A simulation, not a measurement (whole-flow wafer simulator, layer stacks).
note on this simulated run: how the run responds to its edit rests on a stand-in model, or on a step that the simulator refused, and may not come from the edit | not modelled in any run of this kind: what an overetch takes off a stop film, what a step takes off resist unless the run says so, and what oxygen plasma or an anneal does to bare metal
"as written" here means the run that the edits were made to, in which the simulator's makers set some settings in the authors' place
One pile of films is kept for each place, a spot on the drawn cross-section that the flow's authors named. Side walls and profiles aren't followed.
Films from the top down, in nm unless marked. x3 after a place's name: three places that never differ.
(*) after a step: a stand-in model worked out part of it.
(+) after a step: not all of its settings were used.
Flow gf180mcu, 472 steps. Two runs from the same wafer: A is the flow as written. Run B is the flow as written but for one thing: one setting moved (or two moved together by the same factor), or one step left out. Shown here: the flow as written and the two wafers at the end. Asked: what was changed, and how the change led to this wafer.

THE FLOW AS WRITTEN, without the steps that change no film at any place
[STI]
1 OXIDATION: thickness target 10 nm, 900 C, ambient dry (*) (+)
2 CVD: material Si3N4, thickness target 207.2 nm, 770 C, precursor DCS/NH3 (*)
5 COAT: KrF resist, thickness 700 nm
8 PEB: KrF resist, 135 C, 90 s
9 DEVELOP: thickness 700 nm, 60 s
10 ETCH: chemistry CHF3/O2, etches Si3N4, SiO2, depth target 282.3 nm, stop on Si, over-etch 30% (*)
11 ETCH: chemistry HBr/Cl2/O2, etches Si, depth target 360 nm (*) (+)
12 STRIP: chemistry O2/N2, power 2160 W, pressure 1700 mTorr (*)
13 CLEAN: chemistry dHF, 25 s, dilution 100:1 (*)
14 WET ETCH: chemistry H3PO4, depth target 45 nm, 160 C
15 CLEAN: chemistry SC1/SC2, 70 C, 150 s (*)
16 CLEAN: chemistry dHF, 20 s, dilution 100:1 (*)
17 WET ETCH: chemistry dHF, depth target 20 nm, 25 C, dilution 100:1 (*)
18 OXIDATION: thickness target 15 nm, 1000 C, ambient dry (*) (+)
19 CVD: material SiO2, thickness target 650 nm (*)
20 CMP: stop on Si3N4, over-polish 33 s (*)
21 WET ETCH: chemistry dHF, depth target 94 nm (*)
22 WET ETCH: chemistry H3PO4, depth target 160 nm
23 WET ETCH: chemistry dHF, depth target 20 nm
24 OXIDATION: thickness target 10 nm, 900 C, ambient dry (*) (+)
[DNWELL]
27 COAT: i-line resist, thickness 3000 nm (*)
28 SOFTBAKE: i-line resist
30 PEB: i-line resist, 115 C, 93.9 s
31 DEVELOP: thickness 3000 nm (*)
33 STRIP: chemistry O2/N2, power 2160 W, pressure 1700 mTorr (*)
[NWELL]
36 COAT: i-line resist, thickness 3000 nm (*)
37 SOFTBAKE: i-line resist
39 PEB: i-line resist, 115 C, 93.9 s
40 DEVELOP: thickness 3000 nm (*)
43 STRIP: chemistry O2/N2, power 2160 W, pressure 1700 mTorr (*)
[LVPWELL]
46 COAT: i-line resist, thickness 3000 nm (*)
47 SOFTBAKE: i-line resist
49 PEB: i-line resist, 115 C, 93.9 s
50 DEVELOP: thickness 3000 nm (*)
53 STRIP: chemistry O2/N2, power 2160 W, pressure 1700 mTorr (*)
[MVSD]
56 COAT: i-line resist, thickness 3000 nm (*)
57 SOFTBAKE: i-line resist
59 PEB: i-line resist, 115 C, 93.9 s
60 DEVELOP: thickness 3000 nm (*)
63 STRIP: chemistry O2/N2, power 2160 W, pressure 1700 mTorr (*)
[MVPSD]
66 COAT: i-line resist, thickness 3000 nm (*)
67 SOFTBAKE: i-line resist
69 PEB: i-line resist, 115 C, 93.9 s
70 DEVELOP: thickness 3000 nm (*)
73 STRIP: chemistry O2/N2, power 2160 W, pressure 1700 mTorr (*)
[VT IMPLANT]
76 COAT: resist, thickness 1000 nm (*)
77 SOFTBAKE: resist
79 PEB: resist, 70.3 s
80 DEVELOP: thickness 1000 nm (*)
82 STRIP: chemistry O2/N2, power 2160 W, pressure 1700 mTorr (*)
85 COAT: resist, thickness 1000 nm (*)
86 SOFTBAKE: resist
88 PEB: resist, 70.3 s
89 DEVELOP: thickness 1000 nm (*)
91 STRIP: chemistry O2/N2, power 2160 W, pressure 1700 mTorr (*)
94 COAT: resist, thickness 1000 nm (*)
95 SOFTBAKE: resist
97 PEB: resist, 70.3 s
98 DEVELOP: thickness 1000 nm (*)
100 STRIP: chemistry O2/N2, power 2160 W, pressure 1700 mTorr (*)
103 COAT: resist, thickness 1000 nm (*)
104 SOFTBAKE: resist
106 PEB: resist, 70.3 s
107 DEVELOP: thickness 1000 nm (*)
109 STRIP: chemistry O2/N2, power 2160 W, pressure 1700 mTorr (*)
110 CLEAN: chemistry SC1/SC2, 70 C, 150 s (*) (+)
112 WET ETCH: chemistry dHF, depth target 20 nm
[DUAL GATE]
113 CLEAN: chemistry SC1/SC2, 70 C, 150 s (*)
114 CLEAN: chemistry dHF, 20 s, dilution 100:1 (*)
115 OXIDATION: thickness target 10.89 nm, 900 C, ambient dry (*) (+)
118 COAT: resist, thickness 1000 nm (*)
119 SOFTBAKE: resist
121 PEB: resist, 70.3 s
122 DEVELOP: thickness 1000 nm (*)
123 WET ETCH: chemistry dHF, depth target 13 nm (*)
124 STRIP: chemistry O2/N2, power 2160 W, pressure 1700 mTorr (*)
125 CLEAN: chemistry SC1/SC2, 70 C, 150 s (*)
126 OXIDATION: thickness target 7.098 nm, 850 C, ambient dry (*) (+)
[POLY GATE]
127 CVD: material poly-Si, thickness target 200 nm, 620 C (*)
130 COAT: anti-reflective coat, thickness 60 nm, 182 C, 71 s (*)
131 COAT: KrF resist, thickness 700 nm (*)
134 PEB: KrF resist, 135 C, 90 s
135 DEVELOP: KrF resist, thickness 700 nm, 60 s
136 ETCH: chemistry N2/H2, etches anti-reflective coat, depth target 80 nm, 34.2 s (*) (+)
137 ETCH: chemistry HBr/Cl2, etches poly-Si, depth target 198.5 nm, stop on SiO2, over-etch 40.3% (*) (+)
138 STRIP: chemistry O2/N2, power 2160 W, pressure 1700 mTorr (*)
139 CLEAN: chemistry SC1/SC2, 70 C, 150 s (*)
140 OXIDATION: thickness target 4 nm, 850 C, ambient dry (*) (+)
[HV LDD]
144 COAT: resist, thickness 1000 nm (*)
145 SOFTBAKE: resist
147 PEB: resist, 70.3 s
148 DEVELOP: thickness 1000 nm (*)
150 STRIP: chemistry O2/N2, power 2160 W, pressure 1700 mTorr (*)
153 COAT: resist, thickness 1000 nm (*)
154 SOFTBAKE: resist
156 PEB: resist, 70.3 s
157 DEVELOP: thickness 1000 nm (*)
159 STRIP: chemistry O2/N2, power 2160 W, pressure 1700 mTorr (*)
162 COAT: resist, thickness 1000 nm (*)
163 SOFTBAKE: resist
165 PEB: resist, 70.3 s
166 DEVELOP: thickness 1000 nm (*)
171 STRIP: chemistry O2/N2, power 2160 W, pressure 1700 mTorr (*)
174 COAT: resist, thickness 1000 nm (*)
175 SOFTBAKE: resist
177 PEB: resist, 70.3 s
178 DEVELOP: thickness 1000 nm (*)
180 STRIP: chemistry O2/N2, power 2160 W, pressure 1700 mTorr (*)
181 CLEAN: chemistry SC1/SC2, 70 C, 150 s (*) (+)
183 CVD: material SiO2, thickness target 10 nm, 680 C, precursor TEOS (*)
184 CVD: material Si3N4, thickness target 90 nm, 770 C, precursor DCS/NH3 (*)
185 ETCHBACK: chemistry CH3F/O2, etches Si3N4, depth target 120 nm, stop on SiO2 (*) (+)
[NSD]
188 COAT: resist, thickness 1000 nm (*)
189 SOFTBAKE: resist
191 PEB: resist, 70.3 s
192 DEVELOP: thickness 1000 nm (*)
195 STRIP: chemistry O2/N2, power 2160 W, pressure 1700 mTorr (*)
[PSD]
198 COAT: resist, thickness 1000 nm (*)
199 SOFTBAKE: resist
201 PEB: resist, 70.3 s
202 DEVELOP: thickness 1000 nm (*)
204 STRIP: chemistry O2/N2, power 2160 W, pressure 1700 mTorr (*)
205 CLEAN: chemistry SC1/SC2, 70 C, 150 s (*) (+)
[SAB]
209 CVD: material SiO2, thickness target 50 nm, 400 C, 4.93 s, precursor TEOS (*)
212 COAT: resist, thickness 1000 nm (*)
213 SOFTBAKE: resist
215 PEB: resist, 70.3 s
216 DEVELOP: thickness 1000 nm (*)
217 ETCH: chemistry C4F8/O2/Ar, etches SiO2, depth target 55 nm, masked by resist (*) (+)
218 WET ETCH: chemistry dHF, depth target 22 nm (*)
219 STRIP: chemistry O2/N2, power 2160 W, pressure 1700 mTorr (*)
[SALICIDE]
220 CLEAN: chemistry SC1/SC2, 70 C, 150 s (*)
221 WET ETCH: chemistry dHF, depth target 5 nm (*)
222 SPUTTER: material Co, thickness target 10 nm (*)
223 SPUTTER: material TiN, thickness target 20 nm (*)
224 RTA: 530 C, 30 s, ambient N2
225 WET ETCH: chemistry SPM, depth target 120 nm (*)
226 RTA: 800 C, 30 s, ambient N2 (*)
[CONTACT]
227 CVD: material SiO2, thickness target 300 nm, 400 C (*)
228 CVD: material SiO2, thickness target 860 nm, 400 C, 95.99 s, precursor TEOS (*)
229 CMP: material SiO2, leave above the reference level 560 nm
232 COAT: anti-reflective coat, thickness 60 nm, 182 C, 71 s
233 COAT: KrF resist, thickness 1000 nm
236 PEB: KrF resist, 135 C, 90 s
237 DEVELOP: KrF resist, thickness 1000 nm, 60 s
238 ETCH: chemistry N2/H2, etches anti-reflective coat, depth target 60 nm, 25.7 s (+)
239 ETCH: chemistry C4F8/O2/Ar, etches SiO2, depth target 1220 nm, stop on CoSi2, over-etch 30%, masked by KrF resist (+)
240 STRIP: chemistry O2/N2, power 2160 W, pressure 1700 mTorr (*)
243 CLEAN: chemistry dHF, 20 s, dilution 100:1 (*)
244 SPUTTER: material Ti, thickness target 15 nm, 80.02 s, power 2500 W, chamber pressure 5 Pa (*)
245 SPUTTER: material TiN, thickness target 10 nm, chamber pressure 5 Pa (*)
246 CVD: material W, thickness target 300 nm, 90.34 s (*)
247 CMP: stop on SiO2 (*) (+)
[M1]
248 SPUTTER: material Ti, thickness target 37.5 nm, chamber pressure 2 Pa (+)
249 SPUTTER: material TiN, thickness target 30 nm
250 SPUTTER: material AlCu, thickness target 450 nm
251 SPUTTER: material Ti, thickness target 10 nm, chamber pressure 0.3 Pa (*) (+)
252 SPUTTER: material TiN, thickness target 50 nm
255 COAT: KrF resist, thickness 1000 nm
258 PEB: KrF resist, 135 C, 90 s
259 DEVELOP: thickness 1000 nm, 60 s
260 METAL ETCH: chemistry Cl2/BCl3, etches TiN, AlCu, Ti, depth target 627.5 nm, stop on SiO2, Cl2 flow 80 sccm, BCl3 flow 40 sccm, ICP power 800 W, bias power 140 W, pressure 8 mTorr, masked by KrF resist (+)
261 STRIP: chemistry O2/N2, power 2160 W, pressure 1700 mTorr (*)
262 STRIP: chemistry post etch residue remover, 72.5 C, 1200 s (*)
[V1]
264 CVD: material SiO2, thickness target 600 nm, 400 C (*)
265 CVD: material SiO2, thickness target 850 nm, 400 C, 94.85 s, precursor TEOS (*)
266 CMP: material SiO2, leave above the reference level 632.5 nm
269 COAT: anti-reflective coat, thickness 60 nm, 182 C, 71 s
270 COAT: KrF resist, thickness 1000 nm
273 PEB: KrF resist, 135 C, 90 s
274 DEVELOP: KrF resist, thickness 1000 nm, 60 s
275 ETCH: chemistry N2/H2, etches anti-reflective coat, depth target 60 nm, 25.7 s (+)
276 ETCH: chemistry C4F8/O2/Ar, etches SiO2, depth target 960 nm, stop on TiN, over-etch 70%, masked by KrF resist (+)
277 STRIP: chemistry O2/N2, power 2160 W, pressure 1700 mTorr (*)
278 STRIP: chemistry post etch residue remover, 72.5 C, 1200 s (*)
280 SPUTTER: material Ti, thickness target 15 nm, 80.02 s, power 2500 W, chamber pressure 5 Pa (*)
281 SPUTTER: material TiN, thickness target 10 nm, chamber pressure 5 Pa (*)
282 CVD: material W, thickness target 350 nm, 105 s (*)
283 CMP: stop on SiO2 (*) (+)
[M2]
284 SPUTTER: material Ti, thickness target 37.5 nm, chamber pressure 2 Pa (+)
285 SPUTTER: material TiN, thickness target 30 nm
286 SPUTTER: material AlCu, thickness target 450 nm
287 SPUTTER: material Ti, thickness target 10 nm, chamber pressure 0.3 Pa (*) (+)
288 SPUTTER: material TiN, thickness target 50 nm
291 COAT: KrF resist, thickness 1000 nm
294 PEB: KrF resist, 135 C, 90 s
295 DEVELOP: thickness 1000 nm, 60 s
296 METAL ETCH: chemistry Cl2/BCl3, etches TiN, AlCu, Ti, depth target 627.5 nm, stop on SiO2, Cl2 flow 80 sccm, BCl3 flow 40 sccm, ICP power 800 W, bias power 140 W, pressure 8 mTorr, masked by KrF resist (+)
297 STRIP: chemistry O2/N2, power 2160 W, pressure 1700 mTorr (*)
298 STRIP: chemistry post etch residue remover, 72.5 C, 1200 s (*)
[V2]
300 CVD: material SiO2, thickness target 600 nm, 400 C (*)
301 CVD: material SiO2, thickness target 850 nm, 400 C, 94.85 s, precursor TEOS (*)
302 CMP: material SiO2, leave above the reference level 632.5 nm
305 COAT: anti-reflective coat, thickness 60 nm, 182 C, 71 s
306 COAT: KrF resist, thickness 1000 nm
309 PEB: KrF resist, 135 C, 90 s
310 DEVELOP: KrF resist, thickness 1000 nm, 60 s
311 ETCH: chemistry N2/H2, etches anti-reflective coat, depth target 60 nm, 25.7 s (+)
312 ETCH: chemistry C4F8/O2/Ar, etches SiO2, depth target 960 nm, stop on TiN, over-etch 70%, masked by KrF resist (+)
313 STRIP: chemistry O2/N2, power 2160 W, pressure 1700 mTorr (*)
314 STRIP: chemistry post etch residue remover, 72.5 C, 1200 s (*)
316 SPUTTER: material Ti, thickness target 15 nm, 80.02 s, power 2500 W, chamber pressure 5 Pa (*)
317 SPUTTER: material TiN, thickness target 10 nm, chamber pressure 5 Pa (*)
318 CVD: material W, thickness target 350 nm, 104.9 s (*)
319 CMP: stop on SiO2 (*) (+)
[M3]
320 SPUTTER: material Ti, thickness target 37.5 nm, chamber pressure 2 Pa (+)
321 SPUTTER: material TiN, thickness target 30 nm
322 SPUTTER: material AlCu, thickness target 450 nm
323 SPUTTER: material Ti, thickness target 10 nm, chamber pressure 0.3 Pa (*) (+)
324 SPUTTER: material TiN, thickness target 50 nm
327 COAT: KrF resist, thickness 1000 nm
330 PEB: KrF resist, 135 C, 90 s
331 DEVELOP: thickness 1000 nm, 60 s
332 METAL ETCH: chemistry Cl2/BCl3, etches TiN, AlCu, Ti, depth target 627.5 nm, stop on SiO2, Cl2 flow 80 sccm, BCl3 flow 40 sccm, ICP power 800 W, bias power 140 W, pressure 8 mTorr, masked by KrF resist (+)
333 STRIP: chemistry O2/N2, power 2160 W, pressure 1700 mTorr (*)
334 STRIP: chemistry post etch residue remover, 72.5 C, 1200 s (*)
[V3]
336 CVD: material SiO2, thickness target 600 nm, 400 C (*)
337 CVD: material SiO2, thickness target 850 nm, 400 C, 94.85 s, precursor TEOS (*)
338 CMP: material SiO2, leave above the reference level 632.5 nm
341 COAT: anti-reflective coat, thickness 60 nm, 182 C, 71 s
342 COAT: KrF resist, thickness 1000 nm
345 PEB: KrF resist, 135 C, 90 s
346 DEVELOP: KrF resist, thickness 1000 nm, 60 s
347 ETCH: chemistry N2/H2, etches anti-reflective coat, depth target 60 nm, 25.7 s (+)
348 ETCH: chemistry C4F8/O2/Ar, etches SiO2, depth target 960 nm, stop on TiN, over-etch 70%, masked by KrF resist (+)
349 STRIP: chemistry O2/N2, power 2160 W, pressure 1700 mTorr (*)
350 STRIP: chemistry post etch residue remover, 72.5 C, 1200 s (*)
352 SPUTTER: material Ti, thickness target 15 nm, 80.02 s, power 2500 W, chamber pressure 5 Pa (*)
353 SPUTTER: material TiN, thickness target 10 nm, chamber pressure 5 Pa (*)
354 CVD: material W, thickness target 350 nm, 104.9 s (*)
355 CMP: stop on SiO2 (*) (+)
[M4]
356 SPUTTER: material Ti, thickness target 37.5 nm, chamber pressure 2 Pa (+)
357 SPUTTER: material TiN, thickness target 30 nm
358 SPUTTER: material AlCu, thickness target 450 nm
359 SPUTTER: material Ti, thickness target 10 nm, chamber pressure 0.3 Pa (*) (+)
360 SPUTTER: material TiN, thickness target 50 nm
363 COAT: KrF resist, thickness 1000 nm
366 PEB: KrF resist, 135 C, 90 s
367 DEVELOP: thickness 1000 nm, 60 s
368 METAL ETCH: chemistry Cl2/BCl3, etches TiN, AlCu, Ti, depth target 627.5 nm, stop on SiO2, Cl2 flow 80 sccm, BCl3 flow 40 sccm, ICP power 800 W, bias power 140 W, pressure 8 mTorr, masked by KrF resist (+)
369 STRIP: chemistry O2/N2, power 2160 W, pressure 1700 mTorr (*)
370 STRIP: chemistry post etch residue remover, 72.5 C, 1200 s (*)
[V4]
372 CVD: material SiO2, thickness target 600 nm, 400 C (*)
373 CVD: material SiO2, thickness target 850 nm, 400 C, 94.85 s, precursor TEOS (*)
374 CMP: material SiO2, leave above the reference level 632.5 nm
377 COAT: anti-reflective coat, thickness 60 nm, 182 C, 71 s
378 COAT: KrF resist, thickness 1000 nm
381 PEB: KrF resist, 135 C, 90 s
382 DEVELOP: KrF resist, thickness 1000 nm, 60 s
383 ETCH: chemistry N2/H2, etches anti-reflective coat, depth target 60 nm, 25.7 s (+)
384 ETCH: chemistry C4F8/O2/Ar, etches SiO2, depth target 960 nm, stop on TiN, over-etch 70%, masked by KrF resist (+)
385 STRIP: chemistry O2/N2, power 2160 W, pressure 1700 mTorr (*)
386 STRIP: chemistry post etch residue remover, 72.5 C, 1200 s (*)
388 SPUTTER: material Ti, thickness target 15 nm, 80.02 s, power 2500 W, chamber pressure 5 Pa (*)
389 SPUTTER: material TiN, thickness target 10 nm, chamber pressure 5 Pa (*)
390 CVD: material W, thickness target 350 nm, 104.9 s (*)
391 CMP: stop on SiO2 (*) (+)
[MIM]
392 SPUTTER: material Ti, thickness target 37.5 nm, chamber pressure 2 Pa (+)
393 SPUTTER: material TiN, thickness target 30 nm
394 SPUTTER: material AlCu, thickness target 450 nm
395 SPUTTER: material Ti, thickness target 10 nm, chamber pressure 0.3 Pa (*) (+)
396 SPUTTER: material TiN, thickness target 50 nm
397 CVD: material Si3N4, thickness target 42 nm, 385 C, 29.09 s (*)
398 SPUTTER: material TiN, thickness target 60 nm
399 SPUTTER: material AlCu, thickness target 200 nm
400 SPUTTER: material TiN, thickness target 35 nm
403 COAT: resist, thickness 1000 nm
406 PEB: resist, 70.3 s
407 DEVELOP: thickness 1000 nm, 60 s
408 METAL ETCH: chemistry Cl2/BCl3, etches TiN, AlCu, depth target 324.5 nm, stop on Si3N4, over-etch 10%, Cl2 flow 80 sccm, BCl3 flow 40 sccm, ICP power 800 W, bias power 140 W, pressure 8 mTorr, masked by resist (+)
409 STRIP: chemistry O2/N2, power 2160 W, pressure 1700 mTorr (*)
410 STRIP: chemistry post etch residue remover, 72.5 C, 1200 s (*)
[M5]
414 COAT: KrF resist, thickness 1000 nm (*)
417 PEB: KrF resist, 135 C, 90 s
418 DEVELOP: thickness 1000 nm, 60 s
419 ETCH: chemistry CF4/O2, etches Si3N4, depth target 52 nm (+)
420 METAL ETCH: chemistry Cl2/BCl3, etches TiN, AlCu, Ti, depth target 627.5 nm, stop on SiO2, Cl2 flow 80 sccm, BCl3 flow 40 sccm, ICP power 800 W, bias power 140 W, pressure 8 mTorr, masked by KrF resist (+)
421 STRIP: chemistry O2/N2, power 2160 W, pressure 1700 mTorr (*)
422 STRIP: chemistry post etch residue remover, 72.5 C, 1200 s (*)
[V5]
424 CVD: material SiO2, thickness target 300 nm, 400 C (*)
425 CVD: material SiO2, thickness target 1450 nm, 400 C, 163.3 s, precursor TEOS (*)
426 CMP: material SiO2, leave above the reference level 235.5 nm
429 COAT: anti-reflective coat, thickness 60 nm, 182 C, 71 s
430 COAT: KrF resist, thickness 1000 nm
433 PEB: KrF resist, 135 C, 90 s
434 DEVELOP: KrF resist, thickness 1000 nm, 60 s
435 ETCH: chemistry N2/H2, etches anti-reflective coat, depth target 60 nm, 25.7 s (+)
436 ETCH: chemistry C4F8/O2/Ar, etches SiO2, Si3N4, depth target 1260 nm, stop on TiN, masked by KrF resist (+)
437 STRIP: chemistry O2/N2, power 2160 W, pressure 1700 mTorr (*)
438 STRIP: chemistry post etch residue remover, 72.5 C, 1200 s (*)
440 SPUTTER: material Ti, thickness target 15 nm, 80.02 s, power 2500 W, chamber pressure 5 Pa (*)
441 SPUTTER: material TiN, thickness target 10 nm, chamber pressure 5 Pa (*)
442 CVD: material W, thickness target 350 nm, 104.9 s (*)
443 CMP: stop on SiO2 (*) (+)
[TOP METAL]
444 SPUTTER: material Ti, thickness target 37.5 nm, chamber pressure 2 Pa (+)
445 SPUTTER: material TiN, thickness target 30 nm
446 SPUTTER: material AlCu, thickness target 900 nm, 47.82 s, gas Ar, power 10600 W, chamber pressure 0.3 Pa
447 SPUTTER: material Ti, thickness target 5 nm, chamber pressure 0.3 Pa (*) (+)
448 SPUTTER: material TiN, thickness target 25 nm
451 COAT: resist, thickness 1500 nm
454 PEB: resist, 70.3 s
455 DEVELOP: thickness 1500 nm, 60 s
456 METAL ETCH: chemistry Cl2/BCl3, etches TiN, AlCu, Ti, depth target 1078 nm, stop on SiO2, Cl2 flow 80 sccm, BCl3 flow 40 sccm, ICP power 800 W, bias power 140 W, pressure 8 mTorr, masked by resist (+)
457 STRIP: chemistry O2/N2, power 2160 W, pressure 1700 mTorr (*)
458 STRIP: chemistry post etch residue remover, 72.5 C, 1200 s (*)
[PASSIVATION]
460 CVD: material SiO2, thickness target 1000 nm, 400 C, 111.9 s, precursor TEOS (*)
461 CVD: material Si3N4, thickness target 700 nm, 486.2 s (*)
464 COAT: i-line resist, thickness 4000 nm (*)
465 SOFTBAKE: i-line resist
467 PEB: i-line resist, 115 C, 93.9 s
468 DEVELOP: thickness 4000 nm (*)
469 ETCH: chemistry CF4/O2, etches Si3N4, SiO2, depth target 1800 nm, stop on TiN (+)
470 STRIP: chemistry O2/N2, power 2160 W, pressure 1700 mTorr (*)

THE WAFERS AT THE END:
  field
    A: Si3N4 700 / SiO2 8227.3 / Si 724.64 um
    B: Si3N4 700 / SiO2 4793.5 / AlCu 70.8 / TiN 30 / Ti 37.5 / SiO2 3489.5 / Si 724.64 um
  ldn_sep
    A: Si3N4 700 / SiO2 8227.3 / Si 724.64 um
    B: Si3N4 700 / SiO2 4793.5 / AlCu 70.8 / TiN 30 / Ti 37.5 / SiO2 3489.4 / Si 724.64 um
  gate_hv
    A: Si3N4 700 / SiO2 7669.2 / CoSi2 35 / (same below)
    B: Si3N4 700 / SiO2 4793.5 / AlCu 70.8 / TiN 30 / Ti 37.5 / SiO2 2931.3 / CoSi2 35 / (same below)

The cause: step 322, SPUTTER: thickness target 644 nm was run, where the flow has thickness target 450 nm.

How the change led to this, step by step:
  322 SPUTTER: material AlCu, thickness target 450 nm
      field, field__w1, field__w2 and 108 more: A AlCu +450 (new film) | B AlCu +644 (new film)
  332 METAL ETCH: chemistry Cl2/BCl3, etches TiN, AlCu, Ti, depth target 627.5 nm, stop on SiO2, Cl2 flow 80 sccm, BCl3 flow 40 sccm, ICP power 800 W, bias power 140 W, pressure 8 mTorr, masked by KrF resist (+)
      field, field__w1, field__w2 and 103 more: A TiN -50 (all of it), Ti -10 (all of it), AlCu -450 (all of it), TiN -30 (all of it), Ti -37.5 (all of it) | B TiN -50 (all of it), Ti -10 (all of it), AlCu -567.5
  334 STRIP: chemistry post etch residue remover, 72.5 C, 1200 s (*)
      field, field__w1, field__w2 and 103 more: A nothing | B AlCu -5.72
  336 CVD: material SiO2, thickness target 600 nm, 400 C (*)
      field, field__w1, field__w2 and 103 more: A SiO2 +600 | B SiO2 +600 (new film)
  338 CMP: material SiO2, leave above the reference level 632.5 nm
      field, field__w1, field__w2 and 103 more: A SiO2 -300 | B SiO2 -244.3
Counting metal films that touch as one body, field has 1 body; the flow as written gives 0 bodies.
Counting metal films that touch as one body, ldn_sep has 1 body; the flow as written gives 0 bodies.
Counting metal films that touch as one body, gate_hv has 2 bodies (between them, from the top down: SiO2 2931.3); the flow as written gives 1 body.
